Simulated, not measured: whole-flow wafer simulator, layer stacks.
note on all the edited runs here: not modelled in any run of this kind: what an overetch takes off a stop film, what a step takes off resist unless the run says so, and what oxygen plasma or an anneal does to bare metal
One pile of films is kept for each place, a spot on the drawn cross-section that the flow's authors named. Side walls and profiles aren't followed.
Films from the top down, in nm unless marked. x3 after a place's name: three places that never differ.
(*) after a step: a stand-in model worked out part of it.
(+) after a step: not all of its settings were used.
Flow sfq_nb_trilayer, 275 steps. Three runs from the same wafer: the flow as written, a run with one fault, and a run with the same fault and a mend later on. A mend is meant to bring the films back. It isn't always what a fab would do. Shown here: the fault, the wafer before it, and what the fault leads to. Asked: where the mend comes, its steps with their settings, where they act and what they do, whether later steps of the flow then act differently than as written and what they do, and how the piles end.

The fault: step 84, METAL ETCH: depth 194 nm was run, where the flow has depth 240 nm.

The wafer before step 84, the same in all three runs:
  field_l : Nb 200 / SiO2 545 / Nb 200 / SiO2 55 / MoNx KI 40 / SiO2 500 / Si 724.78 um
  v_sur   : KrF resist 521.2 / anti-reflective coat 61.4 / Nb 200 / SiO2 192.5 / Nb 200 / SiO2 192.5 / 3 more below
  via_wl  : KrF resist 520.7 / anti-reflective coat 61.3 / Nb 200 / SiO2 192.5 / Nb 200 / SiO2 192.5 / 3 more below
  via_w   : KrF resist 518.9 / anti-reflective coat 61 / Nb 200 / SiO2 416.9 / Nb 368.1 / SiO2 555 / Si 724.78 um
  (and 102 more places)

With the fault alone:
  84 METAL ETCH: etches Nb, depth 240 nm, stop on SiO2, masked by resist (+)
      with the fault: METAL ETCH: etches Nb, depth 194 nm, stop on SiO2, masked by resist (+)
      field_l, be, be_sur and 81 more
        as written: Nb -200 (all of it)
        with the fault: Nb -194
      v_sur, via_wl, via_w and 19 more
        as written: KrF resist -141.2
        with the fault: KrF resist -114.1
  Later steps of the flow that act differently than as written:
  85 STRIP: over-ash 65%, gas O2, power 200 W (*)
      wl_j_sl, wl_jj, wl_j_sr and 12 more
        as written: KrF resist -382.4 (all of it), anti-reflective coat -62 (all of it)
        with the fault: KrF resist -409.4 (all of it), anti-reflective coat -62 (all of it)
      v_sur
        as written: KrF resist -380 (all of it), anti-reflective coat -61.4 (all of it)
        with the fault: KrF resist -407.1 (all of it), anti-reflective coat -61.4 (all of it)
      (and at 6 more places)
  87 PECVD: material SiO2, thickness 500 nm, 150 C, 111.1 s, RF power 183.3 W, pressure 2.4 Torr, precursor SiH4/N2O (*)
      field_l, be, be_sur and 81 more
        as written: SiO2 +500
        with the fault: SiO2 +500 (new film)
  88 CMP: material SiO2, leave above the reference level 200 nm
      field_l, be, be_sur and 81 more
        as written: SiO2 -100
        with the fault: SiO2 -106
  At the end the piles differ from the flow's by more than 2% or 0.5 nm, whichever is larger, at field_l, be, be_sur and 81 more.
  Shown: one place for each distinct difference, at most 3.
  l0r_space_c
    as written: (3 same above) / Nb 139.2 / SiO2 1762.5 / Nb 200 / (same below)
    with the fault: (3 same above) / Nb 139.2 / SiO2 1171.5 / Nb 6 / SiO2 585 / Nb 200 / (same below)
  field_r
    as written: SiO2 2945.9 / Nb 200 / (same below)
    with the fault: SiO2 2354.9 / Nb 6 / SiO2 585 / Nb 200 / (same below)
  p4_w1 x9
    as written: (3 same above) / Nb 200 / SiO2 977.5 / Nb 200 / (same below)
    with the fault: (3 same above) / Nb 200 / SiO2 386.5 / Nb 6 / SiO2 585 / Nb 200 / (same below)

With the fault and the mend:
  The mend comes after step 84.
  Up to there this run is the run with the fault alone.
  84a METAL ETCH: etches Nb, depth 46 nm, stop on SiO2, masked by resist (+) (the flow's step 84 once more, with other settings)
      field_l, be, be_sur and 81 more
        Nb -6 (all of it)
      v_sur, via_wl, via_w and 19 more
        KrF resist -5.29
  Later steps of the flow that act differently than as written:
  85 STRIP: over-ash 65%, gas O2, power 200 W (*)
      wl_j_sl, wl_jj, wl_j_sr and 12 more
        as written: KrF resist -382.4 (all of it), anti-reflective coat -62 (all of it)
        with the mend: KrF resist -404.1 (all of it), anti-reflective coat -62 (all of it)
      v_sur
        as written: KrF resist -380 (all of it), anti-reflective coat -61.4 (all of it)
        with the mend: KrF resist -401.8 (all of it), anti-reflective coat -61.4 (all of it)
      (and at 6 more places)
  At the end the piles are the same as the flow's at every place that both follow.
